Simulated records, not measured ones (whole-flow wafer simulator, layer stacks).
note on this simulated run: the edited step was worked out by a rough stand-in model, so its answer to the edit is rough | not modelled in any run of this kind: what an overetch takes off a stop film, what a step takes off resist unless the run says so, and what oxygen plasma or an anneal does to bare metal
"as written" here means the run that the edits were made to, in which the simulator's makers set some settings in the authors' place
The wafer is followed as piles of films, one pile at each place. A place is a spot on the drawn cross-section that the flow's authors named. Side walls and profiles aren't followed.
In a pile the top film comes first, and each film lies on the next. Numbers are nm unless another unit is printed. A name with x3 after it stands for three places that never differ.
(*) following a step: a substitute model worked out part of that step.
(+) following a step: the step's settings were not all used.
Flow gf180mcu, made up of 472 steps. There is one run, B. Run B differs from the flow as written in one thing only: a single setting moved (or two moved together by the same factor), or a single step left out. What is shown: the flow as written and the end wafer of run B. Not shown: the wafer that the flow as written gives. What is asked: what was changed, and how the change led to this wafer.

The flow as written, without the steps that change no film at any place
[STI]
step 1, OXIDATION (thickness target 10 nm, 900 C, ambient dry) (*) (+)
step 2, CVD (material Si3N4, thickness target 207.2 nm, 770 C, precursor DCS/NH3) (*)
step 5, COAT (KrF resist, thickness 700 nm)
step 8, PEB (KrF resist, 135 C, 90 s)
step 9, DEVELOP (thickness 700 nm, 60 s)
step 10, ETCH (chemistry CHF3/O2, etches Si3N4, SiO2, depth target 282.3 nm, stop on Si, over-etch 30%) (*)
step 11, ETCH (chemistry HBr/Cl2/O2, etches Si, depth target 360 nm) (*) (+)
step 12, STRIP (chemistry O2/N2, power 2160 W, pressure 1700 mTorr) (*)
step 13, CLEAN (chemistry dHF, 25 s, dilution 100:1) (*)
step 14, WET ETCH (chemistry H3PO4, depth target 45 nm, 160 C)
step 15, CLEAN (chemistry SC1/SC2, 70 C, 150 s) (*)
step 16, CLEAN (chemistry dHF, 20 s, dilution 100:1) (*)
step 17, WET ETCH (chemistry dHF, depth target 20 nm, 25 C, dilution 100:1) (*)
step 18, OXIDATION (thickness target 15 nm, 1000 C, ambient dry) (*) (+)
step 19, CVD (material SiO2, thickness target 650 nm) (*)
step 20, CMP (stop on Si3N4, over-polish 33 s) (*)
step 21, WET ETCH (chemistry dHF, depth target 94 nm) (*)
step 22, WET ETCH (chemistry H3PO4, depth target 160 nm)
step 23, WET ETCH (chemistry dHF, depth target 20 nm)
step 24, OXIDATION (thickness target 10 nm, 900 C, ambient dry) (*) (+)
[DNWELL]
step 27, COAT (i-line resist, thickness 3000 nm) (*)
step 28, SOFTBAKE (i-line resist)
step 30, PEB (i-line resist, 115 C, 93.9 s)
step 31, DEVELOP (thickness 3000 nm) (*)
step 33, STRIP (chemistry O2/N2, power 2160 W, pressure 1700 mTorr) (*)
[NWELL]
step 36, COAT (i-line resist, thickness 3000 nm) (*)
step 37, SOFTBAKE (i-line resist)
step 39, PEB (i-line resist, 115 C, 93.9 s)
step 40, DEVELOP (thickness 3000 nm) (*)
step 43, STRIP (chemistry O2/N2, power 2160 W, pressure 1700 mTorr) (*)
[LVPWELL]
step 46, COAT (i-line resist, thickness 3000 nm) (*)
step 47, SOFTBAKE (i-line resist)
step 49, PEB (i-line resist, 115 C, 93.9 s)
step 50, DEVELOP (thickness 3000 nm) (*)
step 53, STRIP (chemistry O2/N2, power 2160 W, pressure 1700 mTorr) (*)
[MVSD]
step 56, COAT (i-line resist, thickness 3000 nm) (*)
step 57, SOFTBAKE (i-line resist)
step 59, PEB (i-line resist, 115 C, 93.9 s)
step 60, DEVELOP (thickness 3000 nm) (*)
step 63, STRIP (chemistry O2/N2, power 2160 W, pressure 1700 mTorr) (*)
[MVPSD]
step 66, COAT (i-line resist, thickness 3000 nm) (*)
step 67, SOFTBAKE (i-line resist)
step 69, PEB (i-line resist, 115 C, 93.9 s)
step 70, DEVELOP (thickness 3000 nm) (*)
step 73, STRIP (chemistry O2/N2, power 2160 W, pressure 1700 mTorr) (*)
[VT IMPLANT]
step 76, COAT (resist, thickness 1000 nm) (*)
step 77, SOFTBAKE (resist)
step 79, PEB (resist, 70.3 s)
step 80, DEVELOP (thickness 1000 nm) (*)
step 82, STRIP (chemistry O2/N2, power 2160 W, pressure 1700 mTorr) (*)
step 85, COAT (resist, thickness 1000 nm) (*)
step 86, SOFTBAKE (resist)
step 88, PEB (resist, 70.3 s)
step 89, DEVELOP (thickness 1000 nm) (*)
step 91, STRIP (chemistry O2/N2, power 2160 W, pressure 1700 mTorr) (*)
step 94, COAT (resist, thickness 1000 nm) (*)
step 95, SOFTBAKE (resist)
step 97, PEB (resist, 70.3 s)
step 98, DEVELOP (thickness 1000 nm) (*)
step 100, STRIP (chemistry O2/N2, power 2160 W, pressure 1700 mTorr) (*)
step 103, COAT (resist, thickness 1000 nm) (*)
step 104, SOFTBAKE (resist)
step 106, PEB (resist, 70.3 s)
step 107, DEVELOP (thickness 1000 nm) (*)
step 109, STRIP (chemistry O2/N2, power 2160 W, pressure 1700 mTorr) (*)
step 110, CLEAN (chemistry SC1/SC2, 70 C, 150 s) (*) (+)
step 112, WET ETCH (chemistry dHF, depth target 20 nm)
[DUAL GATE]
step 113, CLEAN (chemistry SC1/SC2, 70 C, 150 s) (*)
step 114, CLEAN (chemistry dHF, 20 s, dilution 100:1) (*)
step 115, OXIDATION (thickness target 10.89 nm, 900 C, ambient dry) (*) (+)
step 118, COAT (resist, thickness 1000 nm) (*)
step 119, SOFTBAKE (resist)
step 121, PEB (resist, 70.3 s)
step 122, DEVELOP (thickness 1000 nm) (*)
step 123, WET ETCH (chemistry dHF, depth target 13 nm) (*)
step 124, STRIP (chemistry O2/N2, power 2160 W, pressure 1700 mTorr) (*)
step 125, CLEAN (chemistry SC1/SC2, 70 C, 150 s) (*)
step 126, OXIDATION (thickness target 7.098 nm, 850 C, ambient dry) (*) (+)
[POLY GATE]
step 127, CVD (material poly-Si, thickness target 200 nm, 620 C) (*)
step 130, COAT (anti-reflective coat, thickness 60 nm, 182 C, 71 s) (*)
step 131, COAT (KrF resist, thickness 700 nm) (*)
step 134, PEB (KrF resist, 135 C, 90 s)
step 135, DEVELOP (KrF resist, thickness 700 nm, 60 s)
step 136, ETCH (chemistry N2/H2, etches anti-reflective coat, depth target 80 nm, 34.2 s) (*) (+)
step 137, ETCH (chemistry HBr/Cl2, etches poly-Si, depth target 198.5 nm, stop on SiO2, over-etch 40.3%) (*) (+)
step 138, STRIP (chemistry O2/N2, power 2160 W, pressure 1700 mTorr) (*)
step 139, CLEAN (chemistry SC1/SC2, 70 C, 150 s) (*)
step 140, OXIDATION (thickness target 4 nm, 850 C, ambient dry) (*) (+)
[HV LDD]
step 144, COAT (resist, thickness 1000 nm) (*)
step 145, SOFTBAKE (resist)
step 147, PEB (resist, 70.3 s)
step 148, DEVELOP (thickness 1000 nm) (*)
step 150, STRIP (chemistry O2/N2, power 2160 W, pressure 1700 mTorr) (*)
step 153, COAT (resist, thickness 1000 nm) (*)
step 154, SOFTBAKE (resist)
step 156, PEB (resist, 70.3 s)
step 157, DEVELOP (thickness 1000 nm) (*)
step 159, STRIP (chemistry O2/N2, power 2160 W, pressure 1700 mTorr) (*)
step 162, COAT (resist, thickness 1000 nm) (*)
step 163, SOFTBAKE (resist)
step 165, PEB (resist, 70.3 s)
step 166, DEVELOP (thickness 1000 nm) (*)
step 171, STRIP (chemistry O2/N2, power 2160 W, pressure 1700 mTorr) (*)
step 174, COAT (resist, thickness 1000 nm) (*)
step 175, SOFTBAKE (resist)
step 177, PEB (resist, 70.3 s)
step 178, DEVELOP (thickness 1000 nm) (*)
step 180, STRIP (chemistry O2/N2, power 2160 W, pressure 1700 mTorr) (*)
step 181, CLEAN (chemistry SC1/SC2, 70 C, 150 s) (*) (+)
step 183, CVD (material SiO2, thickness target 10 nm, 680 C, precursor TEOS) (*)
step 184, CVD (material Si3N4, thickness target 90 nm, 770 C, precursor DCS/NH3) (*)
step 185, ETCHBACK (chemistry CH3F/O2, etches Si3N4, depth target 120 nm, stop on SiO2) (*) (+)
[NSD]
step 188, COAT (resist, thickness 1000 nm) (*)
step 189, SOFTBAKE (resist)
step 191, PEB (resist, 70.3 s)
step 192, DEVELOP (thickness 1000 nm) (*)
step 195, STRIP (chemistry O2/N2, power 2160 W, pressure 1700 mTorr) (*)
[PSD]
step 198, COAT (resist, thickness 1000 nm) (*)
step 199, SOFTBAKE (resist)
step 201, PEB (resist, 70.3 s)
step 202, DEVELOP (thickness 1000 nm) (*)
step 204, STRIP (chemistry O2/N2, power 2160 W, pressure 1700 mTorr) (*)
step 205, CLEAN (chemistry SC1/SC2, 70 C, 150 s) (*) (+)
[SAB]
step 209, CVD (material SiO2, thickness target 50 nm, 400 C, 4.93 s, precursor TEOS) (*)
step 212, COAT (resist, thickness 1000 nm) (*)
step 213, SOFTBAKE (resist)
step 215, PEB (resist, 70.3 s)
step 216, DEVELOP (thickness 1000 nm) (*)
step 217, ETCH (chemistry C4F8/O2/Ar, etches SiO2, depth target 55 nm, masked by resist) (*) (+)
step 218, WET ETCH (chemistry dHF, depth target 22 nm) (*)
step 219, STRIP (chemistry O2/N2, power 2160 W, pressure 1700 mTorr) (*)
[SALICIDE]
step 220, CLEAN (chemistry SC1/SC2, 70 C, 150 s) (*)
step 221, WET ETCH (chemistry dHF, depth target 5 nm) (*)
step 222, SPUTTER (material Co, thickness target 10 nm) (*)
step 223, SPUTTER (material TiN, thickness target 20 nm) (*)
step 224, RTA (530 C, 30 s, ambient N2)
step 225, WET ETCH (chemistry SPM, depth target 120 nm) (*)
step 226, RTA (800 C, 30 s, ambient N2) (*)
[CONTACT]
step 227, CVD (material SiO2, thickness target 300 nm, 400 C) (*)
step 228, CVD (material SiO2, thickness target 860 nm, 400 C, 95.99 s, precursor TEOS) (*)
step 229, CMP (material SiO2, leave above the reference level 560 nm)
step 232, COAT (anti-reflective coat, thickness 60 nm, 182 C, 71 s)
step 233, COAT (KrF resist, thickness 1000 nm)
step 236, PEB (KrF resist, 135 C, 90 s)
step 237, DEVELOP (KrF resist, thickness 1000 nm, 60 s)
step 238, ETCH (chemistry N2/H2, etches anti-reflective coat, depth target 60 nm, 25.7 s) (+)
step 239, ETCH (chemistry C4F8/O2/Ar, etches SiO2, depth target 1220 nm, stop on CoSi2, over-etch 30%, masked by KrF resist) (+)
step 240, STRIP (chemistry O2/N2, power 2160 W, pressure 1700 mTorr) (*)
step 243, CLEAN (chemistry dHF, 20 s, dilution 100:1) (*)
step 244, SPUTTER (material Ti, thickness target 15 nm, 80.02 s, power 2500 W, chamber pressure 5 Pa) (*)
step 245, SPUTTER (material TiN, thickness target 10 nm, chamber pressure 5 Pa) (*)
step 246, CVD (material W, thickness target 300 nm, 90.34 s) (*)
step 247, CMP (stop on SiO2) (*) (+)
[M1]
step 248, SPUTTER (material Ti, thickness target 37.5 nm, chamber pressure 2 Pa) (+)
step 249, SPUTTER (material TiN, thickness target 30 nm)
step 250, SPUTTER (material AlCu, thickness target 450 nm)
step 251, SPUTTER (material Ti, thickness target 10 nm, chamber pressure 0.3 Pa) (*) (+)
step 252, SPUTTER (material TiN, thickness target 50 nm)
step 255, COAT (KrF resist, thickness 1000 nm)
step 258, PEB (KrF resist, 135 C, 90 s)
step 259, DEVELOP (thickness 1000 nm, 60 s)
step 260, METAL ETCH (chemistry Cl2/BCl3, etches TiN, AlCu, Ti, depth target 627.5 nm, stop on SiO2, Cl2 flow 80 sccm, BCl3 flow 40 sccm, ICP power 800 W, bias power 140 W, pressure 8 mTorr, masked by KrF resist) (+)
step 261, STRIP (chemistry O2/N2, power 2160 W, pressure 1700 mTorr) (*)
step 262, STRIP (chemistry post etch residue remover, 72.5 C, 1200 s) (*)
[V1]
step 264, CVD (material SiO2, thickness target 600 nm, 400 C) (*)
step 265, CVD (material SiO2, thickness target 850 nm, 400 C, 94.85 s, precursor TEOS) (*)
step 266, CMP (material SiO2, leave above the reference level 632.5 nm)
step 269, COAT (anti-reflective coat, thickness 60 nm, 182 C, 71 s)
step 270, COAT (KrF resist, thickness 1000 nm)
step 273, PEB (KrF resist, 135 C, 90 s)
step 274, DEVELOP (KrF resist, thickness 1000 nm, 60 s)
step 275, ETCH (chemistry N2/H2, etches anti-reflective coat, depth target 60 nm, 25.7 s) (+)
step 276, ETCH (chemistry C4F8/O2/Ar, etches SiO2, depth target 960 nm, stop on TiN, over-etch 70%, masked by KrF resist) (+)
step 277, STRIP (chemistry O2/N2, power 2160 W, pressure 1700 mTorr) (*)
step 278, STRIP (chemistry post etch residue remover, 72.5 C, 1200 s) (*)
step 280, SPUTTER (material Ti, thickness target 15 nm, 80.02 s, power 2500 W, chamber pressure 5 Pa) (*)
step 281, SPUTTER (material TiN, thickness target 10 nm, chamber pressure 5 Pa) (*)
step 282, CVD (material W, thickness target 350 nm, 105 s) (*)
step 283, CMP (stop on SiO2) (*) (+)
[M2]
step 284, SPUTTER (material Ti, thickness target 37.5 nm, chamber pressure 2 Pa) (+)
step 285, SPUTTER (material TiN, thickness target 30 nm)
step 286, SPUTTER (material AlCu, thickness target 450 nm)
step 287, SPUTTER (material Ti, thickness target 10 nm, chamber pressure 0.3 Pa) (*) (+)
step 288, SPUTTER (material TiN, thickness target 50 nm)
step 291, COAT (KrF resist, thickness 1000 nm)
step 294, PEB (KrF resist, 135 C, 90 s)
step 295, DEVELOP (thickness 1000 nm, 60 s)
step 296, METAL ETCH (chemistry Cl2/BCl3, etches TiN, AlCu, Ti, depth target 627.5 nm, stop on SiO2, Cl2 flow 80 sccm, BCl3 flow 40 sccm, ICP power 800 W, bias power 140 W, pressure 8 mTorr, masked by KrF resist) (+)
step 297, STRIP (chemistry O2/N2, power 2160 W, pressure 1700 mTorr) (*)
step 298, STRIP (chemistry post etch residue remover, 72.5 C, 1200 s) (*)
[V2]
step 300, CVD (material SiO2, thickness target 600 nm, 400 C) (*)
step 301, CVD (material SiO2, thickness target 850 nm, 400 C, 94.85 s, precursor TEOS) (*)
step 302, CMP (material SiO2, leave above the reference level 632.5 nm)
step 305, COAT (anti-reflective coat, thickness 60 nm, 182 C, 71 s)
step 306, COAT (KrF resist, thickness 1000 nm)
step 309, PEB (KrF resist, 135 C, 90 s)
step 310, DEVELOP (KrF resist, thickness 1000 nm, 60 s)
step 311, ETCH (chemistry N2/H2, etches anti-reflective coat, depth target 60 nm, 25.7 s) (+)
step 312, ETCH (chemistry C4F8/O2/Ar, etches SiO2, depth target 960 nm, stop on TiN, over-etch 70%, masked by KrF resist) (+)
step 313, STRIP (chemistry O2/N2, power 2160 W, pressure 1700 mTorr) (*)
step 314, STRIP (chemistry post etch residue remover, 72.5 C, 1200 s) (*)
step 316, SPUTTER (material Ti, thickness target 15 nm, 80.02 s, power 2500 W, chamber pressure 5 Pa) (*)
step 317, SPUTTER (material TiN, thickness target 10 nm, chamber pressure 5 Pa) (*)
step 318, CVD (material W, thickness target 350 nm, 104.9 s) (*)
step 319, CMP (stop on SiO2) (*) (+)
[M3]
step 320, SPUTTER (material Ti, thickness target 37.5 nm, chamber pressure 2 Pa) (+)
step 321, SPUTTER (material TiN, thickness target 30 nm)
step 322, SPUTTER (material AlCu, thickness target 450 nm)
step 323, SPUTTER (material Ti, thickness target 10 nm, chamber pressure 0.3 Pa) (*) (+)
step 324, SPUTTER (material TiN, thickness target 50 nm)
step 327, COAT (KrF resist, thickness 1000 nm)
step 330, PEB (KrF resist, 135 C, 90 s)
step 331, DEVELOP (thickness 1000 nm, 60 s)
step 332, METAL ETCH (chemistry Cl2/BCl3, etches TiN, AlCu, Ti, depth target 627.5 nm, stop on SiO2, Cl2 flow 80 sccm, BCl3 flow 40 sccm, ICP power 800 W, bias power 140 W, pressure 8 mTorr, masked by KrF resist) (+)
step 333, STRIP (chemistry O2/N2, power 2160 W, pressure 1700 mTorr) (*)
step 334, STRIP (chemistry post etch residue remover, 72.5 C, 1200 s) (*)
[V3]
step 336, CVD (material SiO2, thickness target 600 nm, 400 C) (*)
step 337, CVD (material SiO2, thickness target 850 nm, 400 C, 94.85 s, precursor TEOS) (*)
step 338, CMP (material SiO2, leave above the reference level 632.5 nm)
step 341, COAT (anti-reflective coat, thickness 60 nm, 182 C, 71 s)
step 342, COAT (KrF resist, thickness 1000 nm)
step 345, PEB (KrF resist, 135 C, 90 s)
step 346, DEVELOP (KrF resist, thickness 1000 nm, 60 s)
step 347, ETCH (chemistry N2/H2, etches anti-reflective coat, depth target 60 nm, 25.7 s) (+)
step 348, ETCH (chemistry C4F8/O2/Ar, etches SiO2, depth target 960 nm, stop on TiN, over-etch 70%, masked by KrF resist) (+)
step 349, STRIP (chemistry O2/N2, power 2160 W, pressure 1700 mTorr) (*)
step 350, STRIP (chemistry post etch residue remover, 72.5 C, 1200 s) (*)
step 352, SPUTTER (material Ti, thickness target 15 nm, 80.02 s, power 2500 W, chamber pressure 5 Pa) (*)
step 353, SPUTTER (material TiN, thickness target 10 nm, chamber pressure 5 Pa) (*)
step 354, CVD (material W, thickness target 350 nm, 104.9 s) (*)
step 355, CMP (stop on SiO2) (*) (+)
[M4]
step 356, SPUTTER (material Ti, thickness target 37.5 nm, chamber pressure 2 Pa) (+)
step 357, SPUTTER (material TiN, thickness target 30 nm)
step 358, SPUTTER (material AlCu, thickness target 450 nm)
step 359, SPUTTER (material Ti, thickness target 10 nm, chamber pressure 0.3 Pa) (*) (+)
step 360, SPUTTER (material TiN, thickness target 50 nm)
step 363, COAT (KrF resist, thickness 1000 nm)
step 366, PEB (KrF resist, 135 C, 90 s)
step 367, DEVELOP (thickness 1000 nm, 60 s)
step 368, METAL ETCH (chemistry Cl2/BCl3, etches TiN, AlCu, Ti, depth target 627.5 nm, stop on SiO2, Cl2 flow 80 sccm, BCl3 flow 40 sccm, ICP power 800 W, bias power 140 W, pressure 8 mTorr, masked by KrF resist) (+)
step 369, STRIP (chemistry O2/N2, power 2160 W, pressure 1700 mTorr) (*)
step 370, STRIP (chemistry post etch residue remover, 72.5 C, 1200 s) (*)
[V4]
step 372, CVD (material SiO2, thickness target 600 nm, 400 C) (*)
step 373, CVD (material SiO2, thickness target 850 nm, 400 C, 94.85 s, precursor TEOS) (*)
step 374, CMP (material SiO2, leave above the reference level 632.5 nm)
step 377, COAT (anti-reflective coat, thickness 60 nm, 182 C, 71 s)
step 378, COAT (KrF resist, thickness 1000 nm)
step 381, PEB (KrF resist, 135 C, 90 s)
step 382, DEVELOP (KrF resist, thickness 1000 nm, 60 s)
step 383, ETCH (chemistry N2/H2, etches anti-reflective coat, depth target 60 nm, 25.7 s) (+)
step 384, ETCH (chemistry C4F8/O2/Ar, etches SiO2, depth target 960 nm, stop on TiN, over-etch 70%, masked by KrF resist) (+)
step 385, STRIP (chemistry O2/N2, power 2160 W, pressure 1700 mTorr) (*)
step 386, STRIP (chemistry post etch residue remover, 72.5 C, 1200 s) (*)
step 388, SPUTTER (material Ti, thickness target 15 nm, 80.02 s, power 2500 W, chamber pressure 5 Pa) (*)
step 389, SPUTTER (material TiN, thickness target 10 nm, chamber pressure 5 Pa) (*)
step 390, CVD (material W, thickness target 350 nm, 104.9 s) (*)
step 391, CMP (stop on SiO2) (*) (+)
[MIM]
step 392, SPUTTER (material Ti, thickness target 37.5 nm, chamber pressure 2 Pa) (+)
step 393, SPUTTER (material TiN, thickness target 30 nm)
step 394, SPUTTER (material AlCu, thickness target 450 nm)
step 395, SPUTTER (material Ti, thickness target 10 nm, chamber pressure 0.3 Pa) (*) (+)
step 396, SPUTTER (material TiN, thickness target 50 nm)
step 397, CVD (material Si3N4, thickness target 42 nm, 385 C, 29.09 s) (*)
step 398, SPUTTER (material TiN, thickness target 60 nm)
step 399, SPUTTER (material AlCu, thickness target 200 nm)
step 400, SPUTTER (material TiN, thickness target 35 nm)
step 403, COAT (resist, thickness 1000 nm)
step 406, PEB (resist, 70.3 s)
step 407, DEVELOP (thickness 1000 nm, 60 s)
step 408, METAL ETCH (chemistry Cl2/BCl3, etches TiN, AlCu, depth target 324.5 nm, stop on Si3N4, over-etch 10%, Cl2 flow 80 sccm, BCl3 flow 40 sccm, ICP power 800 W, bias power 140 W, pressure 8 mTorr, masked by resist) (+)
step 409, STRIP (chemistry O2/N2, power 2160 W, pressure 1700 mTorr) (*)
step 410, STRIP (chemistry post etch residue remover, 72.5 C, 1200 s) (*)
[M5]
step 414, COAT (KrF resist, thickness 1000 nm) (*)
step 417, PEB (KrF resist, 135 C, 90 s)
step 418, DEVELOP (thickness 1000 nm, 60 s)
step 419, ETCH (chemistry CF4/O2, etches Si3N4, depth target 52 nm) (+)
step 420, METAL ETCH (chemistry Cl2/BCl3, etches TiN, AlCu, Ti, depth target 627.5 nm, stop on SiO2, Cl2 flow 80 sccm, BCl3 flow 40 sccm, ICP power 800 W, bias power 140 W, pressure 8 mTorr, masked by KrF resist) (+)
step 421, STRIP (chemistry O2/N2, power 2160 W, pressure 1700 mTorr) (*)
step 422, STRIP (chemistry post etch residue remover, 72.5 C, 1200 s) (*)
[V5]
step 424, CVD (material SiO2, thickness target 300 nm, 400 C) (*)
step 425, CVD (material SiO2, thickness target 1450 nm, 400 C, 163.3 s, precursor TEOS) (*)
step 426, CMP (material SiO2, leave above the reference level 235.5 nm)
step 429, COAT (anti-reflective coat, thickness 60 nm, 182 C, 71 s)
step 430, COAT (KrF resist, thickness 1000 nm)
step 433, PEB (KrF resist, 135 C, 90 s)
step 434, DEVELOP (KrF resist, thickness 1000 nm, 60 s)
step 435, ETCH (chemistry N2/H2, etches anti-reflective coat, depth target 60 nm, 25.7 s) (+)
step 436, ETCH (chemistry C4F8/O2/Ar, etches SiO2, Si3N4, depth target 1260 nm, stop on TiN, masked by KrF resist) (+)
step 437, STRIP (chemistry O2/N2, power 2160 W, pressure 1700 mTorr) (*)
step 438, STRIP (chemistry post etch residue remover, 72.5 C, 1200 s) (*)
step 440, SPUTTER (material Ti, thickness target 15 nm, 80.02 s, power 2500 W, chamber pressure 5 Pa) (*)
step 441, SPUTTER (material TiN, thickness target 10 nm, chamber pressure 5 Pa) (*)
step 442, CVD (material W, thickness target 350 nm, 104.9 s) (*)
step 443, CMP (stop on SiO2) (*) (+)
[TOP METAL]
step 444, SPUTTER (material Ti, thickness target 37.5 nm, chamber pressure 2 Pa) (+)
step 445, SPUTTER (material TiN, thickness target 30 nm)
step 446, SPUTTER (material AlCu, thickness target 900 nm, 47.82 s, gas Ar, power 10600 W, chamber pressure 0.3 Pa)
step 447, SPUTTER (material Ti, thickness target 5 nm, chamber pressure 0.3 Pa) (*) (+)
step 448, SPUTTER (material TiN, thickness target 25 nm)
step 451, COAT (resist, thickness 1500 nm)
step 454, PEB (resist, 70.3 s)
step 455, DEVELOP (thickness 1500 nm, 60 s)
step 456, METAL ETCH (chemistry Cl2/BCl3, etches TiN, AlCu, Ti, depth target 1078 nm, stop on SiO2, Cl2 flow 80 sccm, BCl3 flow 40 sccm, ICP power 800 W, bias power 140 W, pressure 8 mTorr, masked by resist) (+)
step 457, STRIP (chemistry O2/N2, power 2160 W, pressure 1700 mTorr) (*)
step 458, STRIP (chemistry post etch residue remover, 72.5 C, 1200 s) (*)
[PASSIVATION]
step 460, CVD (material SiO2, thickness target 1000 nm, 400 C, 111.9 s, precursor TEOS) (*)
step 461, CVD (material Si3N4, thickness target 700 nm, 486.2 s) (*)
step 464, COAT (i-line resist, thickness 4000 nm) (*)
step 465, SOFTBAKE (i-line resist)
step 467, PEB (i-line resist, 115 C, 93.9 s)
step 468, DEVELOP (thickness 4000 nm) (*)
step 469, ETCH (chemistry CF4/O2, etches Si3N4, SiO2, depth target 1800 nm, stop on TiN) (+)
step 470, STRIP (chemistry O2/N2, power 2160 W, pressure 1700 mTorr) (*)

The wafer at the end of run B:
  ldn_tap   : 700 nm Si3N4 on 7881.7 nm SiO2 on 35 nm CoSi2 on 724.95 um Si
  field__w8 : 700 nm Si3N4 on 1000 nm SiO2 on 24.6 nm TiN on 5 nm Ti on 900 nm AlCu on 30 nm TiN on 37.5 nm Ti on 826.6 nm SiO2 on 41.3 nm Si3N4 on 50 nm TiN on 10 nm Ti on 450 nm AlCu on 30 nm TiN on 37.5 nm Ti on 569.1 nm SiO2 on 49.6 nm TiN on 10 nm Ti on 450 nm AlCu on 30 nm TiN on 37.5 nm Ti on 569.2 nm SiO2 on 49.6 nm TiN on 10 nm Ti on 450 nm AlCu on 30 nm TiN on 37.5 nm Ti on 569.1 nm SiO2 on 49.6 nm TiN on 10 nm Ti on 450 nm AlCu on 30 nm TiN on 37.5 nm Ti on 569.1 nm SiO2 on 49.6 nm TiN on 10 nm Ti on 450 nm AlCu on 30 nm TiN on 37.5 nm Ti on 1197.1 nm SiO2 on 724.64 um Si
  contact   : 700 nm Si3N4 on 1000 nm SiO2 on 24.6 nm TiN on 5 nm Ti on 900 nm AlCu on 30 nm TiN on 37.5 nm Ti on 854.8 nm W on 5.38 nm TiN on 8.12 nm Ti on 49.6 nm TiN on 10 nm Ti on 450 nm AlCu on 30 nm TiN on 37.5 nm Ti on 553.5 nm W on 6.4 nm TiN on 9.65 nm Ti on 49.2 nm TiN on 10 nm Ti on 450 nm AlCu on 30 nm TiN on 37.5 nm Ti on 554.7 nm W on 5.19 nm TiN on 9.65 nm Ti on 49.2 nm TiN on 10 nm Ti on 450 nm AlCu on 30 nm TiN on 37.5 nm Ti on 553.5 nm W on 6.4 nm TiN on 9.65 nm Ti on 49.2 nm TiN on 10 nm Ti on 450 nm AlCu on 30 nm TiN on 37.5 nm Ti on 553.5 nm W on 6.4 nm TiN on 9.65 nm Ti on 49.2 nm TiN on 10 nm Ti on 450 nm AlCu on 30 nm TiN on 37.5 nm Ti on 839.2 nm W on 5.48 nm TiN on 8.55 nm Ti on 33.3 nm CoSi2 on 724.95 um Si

What caused this: step 353, SPUTTER: thickness target 8.1 nm was run, whereas the flow has thickness target 10 nm.

How this came from the change, step by step:
  step 353, SPUTTER (material TiN, thickness target 10 nm, chamber pressure 5 Pa) (*)
      field, field__w1, field__w2 and 107 more: +8.1 TiN (new film) (as written it would have been: +10 TiN (new film))
      contact: +5.19 TiN (new film) (as written it would have been: +6.4 TiN (new film))
  step 355, CMP (stop on SiO2) (*) (+)
      field, field__w1, field__w2 and 107 more: -350 W (all of it), -8.1 TiN (all of it), -15 Ti (all of it), -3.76 SiO2 (as written it would have been: -350 W (all of it), -10 TiN (all of it), -15 Ti (all of it), -3.78 SiO2)
